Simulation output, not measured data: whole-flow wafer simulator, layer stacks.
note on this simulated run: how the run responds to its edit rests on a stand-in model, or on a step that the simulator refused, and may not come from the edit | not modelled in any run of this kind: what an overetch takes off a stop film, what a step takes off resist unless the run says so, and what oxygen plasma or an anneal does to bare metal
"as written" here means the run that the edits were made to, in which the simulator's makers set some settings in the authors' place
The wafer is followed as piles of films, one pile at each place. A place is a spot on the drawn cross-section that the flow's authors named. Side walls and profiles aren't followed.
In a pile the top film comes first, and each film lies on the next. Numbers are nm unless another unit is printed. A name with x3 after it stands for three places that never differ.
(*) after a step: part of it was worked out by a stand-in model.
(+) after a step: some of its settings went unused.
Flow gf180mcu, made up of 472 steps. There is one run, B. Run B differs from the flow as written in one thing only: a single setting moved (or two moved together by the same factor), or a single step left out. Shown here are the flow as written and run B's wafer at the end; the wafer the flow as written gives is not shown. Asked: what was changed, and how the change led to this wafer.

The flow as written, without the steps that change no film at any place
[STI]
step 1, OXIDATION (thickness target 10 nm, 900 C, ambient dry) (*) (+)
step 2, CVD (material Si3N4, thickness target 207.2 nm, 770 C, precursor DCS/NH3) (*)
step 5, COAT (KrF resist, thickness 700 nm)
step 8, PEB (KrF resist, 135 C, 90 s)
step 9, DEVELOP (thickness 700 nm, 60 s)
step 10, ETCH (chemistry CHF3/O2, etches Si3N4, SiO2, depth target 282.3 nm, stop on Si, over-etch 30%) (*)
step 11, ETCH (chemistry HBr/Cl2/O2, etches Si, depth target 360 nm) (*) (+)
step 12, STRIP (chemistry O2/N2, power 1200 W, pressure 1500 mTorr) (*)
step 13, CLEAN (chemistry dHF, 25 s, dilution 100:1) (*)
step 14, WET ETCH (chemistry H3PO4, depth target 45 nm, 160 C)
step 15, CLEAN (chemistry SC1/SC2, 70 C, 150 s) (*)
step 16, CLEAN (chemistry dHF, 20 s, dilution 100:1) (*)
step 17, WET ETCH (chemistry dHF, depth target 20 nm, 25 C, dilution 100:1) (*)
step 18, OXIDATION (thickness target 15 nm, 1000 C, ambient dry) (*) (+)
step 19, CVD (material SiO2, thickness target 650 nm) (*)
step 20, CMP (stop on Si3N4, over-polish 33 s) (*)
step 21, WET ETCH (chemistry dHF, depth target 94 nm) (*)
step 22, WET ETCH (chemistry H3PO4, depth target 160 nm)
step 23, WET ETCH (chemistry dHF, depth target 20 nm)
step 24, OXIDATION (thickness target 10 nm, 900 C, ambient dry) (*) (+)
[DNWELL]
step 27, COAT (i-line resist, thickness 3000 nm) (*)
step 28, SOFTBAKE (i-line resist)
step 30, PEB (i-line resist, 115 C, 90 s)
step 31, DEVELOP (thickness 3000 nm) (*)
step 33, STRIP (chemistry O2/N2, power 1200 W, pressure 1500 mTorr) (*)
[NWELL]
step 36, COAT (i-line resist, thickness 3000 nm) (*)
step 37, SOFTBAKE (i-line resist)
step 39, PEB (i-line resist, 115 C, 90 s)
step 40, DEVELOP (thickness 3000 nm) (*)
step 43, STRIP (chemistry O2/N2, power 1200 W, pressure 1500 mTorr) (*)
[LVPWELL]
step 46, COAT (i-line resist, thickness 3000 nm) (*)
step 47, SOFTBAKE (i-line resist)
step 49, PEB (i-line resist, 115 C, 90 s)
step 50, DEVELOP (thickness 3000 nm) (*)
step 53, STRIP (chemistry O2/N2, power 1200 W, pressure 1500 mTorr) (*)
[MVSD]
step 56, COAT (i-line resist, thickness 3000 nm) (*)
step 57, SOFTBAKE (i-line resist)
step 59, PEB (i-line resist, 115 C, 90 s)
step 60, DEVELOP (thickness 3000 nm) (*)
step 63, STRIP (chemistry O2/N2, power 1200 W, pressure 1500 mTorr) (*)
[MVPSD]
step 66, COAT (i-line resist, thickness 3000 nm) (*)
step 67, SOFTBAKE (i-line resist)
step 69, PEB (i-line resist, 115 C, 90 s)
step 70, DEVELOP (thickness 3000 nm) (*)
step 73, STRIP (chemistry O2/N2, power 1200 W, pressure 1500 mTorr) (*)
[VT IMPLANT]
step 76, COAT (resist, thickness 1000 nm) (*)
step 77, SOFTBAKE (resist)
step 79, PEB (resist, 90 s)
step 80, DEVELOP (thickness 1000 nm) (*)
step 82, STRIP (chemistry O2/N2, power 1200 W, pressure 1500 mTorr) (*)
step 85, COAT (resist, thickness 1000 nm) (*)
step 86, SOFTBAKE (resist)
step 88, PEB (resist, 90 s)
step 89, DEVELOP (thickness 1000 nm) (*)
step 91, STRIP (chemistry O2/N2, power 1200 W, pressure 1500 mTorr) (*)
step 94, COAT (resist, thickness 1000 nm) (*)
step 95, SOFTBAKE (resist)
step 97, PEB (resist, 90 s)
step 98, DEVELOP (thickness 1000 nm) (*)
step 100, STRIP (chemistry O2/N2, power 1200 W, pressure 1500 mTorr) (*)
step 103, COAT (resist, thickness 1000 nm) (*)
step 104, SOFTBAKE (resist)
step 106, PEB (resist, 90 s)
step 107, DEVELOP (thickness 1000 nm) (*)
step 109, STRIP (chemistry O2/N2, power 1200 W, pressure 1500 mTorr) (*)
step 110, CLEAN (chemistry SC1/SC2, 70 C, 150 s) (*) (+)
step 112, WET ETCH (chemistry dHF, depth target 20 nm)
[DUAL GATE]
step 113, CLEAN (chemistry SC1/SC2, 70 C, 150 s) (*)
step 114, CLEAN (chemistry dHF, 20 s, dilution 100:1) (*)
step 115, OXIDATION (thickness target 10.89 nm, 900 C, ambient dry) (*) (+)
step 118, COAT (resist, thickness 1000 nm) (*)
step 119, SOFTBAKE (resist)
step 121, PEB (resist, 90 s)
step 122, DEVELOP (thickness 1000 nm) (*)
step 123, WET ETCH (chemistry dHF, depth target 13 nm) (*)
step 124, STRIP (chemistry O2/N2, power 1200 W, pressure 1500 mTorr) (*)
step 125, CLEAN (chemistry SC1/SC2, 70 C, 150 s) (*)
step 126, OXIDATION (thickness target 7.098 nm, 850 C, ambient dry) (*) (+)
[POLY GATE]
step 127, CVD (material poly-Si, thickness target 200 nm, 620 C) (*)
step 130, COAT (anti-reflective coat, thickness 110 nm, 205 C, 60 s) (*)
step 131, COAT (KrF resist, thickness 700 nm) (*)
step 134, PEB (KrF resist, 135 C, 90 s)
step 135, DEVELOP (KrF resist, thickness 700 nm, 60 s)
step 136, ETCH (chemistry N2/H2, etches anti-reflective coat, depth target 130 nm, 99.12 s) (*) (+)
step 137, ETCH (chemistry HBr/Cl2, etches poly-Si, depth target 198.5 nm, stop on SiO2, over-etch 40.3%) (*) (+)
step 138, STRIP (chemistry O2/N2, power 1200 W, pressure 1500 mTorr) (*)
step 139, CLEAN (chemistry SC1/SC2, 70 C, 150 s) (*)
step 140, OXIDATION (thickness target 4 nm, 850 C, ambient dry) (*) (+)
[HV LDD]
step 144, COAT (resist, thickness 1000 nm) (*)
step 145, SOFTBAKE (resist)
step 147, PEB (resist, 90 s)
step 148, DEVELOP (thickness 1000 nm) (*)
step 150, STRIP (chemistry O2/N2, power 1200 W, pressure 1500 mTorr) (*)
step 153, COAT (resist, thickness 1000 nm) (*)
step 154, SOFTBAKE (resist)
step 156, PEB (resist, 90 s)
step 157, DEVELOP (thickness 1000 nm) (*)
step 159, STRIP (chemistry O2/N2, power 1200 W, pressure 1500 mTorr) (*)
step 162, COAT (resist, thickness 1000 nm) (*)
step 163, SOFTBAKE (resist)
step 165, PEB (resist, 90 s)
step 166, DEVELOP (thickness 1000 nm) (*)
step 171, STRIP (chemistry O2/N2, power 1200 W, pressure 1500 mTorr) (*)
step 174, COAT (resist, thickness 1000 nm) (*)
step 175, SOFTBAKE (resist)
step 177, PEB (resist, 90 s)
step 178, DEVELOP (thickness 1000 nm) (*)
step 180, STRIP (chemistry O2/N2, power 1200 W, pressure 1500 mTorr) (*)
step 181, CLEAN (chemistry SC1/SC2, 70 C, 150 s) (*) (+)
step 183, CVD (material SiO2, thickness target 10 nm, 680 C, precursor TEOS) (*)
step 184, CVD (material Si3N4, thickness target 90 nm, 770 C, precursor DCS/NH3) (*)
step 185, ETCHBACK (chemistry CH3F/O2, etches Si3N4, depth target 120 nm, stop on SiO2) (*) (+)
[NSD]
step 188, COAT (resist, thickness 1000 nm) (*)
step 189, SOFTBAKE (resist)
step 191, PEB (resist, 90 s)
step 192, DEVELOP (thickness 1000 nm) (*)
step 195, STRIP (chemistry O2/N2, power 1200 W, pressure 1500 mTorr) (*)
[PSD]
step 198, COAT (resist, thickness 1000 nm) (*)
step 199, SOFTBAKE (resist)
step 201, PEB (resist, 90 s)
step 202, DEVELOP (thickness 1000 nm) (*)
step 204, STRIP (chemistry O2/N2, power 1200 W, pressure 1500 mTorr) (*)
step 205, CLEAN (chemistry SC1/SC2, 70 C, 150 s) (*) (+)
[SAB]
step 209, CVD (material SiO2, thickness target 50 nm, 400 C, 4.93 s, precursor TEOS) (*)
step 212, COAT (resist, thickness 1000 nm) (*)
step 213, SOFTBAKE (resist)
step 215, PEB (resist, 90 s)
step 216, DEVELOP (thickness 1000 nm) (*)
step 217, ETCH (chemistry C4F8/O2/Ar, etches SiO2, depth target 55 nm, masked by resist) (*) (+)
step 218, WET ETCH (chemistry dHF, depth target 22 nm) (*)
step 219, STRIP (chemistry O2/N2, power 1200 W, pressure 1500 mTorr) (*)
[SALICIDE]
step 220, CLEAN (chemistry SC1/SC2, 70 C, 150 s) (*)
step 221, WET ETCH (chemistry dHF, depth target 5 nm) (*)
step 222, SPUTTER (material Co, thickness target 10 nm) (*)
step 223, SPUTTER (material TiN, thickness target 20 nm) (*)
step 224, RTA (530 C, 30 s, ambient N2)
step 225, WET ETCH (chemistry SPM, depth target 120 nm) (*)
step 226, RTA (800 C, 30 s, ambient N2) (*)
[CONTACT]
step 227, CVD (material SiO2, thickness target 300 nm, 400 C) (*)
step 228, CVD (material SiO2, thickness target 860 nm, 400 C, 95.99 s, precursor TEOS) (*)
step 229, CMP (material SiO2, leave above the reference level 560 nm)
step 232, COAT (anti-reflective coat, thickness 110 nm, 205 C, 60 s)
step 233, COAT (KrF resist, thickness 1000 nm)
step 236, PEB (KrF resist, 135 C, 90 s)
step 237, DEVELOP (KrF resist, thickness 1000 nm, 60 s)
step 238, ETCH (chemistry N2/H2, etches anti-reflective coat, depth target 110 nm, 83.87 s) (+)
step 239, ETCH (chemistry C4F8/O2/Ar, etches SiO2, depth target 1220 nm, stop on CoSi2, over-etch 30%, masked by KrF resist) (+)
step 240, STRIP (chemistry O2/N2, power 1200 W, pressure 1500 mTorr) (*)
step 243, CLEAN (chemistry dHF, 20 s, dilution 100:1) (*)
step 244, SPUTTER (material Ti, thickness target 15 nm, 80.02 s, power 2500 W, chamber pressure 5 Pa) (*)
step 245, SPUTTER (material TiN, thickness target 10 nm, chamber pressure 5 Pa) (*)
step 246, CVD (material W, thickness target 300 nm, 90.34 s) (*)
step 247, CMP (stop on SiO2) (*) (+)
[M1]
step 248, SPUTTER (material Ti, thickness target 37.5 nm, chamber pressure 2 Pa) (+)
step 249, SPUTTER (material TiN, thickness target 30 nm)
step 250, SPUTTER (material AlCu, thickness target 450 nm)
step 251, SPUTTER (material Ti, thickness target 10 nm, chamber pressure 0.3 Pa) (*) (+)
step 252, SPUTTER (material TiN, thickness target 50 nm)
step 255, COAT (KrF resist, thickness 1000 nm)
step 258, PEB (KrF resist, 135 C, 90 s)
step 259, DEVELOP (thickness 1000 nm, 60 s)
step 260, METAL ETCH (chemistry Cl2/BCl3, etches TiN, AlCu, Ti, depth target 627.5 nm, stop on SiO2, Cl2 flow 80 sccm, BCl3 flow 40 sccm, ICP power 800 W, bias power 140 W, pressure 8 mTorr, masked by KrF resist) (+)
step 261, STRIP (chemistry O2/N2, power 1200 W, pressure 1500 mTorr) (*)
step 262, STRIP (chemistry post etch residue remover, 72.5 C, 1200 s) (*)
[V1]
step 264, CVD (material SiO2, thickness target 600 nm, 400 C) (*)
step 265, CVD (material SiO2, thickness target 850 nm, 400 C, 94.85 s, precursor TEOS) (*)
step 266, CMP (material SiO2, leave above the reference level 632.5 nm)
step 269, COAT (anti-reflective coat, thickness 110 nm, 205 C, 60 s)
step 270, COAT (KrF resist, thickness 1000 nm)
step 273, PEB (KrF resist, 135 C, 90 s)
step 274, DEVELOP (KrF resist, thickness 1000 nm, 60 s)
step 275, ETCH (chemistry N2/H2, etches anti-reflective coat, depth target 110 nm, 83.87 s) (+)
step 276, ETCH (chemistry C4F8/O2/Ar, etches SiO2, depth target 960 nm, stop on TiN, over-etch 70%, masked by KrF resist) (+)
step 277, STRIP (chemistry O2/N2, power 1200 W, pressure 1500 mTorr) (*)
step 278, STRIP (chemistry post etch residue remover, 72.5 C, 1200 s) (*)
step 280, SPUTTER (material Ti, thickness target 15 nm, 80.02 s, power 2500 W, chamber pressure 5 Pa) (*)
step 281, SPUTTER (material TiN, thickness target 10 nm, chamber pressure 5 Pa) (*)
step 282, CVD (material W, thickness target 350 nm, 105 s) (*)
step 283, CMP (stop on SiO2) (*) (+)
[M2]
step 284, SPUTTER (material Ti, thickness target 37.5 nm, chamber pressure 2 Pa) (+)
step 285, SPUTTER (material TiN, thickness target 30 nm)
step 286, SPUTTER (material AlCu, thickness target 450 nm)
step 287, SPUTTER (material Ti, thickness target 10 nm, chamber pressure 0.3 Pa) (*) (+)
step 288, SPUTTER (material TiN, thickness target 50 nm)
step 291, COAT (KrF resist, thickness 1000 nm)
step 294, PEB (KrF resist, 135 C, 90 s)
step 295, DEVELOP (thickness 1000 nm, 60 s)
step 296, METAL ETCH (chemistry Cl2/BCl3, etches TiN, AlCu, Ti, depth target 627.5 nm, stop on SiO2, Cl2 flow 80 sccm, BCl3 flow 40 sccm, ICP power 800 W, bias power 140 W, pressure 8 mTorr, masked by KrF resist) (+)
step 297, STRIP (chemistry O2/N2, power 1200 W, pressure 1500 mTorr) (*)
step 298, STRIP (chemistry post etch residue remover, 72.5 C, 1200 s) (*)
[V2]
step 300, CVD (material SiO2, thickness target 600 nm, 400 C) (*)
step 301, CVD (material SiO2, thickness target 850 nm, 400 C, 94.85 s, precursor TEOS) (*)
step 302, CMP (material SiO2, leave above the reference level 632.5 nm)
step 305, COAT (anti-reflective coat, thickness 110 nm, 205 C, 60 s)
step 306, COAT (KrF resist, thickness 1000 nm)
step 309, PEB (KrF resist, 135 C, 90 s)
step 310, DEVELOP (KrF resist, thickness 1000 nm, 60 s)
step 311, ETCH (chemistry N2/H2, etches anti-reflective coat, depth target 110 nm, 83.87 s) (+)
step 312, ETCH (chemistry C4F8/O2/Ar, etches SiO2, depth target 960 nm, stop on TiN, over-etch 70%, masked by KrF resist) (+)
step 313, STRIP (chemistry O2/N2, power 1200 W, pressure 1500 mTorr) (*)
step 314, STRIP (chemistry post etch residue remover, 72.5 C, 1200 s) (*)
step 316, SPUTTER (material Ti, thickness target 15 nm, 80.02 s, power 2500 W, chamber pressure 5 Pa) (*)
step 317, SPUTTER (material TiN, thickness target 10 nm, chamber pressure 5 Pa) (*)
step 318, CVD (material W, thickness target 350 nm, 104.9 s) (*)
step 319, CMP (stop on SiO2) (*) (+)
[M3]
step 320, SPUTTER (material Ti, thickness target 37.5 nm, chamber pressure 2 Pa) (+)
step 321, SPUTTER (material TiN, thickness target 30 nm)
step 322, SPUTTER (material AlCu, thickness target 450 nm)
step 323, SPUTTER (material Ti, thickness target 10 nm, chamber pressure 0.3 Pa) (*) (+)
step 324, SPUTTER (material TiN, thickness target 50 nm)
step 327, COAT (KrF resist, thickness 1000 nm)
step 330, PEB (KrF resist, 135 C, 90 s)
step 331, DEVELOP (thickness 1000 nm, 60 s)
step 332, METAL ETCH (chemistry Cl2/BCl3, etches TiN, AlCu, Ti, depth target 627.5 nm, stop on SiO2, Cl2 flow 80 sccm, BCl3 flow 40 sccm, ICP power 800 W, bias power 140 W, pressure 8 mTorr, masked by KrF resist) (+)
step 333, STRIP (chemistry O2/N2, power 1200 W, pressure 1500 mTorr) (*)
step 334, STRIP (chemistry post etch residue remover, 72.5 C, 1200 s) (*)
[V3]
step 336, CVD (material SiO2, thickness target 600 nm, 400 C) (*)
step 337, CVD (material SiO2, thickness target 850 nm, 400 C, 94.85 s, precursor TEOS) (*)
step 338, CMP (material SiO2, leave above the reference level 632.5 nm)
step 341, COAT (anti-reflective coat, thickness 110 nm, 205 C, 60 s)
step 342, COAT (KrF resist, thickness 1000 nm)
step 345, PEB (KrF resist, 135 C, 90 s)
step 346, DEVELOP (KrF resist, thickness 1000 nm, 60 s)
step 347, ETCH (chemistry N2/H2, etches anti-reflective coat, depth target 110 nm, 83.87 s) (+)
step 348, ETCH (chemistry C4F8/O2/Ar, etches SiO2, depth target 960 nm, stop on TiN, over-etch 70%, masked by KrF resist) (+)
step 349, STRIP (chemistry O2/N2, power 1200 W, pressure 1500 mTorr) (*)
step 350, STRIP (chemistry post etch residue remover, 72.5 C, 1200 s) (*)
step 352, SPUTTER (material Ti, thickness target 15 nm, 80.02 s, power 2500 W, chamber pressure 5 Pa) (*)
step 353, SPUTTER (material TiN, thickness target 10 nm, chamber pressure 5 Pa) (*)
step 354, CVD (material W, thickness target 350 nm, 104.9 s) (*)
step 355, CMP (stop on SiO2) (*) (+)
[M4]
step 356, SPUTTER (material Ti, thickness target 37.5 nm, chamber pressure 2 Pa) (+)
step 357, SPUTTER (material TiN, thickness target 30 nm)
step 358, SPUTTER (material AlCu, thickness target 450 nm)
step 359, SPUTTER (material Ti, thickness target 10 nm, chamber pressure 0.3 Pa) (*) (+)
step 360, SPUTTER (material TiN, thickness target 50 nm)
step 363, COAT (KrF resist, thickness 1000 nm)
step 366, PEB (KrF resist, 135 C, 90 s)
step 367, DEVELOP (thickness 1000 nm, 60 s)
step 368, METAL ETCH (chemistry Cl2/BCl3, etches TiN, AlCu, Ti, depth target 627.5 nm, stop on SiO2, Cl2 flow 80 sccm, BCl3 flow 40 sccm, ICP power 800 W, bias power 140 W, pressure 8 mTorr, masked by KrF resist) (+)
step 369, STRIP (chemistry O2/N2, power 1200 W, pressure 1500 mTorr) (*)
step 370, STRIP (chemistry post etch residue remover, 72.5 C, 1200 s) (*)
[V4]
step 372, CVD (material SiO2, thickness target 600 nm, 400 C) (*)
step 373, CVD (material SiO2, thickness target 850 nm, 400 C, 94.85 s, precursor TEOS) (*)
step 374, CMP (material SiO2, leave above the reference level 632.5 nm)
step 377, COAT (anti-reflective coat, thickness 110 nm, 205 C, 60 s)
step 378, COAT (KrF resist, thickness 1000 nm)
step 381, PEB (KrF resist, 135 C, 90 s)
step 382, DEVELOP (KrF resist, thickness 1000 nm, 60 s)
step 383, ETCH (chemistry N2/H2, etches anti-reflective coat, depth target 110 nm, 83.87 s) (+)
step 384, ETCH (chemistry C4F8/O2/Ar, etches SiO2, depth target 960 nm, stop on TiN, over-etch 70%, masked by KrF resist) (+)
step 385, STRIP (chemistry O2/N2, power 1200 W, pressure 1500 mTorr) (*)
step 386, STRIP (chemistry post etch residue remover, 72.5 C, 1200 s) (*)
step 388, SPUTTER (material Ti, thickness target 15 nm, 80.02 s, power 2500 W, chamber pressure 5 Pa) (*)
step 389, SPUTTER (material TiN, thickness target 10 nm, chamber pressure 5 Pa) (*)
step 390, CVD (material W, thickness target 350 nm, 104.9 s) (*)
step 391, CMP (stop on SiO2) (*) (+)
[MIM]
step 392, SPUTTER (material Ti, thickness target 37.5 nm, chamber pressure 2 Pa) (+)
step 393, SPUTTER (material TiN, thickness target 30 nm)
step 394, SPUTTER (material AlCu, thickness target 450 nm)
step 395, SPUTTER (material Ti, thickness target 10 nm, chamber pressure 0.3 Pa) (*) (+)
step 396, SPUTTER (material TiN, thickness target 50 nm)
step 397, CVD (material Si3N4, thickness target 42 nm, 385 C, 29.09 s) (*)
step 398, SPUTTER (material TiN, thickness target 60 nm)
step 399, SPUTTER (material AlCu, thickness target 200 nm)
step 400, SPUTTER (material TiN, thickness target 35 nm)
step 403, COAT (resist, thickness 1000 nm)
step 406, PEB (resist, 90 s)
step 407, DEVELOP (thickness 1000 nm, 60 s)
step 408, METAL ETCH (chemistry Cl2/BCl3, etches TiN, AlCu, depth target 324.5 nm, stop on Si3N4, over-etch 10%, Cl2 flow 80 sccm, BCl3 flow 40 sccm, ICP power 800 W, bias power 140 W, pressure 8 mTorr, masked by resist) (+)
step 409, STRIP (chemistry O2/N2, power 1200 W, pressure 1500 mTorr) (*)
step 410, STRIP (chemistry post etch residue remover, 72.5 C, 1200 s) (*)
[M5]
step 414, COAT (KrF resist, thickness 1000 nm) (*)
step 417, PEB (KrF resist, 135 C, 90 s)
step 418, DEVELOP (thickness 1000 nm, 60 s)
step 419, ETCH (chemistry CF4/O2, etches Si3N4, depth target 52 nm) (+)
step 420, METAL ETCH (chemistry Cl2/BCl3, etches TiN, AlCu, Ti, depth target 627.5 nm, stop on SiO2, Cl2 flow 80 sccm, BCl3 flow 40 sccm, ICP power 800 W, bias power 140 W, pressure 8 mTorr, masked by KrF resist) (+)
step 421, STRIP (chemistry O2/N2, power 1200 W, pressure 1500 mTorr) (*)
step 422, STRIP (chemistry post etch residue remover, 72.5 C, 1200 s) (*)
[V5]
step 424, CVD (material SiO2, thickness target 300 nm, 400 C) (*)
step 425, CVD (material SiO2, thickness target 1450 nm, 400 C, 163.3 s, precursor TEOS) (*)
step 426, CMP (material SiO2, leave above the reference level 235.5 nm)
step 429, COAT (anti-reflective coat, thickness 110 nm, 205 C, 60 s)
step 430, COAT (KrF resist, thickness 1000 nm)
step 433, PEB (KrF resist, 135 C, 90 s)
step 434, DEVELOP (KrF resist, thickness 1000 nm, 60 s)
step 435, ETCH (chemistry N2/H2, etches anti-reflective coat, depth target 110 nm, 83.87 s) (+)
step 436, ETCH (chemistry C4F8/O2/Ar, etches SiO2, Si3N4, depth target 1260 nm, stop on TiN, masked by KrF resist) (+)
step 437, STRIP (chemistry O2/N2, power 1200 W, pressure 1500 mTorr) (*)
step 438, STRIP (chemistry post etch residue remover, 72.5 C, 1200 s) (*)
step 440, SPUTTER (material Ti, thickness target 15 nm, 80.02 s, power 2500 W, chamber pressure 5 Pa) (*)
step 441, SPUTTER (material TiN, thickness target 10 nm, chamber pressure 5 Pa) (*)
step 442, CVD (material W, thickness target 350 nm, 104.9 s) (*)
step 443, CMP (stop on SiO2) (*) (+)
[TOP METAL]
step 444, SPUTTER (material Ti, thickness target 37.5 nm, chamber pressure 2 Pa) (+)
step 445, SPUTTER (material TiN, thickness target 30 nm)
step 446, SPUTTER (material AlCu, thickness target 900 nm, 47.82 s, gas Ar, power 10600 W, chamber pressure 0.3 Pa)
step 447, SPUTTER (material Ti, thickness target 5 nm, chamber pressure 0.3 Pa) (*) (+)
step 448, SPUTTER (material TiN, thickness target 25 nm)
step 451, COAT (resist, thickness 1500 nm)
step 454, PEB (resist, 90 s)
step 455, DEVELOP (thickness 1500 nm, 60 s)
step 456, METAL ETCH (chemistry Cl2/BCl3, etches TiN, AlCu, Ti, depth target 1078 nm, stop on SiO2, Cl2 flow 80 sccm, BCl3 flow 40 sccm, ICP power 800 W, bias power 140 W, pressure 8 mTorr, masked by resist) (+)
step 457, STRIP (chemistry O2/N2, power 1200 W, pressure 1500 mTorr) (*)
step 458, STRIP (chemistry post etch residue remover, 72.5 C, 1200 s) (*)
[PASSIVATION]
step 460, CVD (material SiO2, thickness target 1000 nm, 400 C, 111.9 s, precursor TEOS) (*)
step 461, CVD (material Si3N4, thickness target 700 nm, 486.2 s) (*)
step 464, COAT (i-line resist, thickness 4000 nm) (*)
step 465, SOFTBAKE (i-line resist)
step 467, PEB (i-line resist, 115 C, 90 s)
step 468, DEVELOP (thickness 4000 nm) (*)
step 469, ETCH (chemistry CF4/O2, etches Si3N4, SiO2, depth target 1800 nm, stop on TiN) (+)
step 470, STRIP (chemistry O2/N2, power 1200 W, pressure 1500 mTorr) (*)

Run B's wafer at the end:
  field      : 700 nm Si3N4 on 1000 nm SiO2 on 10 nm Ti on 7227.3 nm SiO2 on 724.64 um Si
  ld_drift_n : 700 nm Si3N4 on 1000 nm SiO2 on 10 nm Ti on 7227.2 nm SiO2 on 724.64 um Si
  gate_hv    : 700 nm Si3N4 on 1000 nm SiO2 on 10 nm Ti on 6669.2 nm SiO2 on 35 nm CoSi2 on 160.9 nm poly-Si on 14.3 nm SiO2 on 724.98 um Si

The reason: step 446, SPUTTER: thickness target 990 nm was run, though the flow has thickness target 900 nm.

Step by step, how the change led to this:
  step 446, SPUTTER (material AlCu, thickness target 900 nm, 47.82 s, gas Ar, power 10600 W, chamber pressure 0.3 Pa)
      field, field__w1, field__w2 and 109 more: +990 AlCu (new film) (as written it would have been: +900 AlCu (new film))
  step 456, METAL ETCH (chemistry Cl2/BCl3, etches TiN, AlCu, Ti, depth target 1078 nm, stop on SiO2, Cl2 flow 80 sccm, BCl3 flow 40 sccm, ICP power 800 W, bias power 140 W, pressure 8 mTorr, masked by resist) (+)
      field, field__w1, field__w2 and 103 more: -25 TiN (all of it), -5 Ti (all of it), -990 AlCu (all of it), -30 TiN (all of it), -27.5 Ti (as written it would have been: -25 TiN (all of it), -5 Ti (all of it), -900 AlCu (all of it), -30 TiN (all of it), -37.5 Ti (all of it))
  step 460, CVD (material SiO2, thickness target 1000 nm, 400 C, 111.9 s, precursor TEOS) (*)
      field, field__w1, field__w2 and 103 more: +1000 SiO2 (new film) (as written it would have been: +1000 SiO2)
  step 464, COAT (i-line resist, thickness 4000 nm) (*)
      field__w8: +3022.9 i-line resist (new film) (as written it would have been: +3093.1 i-line resist (new film))
      contact: +3063.6 i-line resist (new film) (as written it would have been: +3153.6 i-line resist (new film))
      (as well as at 4 more places)
  step 465, SOFTBAKE (i-line resist)
      field__w5, field__w9: +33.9 i-line resist (as written it would have been: +37.3 i-line resist)
      field__w11, field__w13: +35.2 i-line resist (as written it would have been: +37.9 i-line resist)
      (as well as at 59 more places)
  step 467, PEB (i-line resist, 115 C, 90 s)
      field__w8, m1__w1: -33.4 i-line resist (as written it would have been: -34.7 i-line resist)
      contact, m1: -33.7 i-line resist (as written it would have been: -35.1 i-line resist)
      (as well as at 2 more places)
  step 468, DEVELOP (thickness 4000 nm) (*)
      pad: -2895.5 i-line resist (all of it) (as written it would have been: -2974.8 i-line resist (all of it))
  step 470, STRIP (chemistry O2/N2, power 1200 W, pressure 1500 mTorr) (*)
      field__w8, m1__w1: -1710.6 i-line resist (all of it) (as written it would have been: -1787.7 i-line resist (all of it))
      contact: -1727.3 i-line resist (all of it) (as written it would have been: -1811.2 i-line resist (all of it))
      (as well as at 2 more places)
Taking metal films that touch as one body, field has 1 body; the flow as written gives 0 bodies.
Taking metal films that touch as one body, ld_drift_n has 1 body; the flow as written gives 0 bodies.
Taking metal films that touch as one body, gate_hv has 2 bodies (between them, from the top down: SiO2 6669.2); the flow as written gives 1 body.
